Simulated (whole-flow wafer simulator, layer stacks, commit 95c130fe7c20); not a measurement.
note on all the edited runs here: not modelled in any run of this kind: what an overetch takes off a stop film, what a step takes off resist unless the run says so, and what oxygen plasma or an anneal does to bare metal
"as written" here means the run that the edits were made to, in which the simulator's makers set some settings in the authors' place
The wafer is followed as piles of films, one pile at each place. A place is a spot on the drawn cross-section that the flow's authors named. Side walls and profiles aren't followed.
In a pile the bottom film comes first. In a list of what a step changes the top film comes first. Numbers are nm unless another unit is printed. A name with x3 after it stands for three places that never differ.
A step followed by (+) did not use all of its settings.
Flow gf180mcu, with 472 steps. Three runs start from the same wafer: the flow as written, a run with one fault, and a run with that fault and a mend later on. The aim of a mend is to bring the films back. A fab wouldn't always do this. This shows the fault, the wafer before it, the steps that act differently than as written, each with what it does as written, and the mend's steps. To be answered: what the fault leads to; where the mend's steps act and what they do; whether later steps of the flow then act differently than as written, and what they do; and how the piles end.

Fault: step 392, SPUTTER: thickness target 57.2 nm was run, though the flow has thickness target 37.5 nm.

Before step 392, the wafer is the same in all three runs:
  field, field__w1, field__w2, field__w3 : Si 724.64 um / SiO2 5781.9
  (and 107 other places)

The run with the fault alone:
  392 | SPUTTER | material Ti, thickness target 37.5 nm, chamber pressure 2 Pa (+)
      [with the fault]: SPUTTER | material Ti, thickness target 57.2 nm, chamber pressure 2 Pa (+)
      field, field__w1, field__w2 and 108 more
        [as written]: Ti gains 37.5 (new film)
        [with the fault]: Ti gains 57.2 (new film)
  Later steps of the flow acting differently than as written (1 more step, not shown, differs only slightly: by at most 2% or 0.5 nm, whichever is larger):
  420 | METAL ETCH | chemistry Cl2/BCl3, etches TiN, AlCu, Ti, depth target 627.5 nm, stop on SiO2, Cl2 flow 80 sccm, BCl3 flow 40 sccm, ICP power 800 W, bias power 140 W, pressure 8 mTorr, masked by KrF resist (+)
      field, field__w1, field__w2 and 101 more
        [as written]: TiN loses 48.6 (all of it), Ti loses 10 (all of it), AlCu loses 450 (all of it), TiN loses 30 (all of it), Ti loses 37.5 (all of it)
        [with the fault]: TiN loses 48.6 (all of it), Ti loses 10 (all of it), AlCu loses 450 (all of it), TiN loses 30 (all of it), Ti loses 57.2 (all of it)
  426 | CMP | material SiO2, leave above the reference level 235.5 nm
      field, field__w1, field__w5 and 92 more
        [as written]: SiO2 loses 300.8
        [with the fault]: SiO2 loses 281.1
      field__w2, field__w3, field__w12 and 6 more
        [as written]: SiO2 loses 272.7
        [with the fault]: SiO2 loses 252.1
  The piles end different from the flow's at field__w4, field__w8, contact, m1, m1__w1, mim, mim_1p0, m1_nw by more than 2% or 0.5 nm, whichever is larger.
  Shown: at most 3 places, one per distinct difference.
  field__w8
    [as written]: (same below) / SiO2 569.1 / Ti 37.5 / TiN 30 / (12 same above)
    [with the fault]: (same below) / SiO2 569.1 / Ti 57.2 / TiN 30 / (12 same above)
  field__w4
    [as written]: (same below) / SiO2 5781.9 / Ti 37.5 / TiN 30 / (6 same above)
    [with the fault]: (same below) / SiO2 5781.9 / Ti 57.2 / TiN 30 / (6 same above)
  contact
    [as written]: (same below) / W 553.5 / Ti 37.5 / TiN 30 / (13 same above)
    [with the fault]: (same below) / W 553.5 / Ti 57.2 / TiN 30 / (13 same above)

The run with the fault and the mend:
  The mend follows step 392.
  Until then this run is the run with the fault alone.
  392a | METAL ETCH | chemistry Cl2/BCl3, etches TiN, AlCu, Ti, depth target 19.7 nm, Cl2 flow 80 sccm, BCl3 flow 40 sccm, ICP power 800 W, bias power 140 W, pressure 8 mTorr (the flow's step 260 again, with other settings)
      field, field__w1, field__w2 and 108 more
        Ti loses 19.7
  None of the later steps of the flow acts differently than as written at any place that is followed.
  By the end, the piles equal the flow's at every place that both follow.
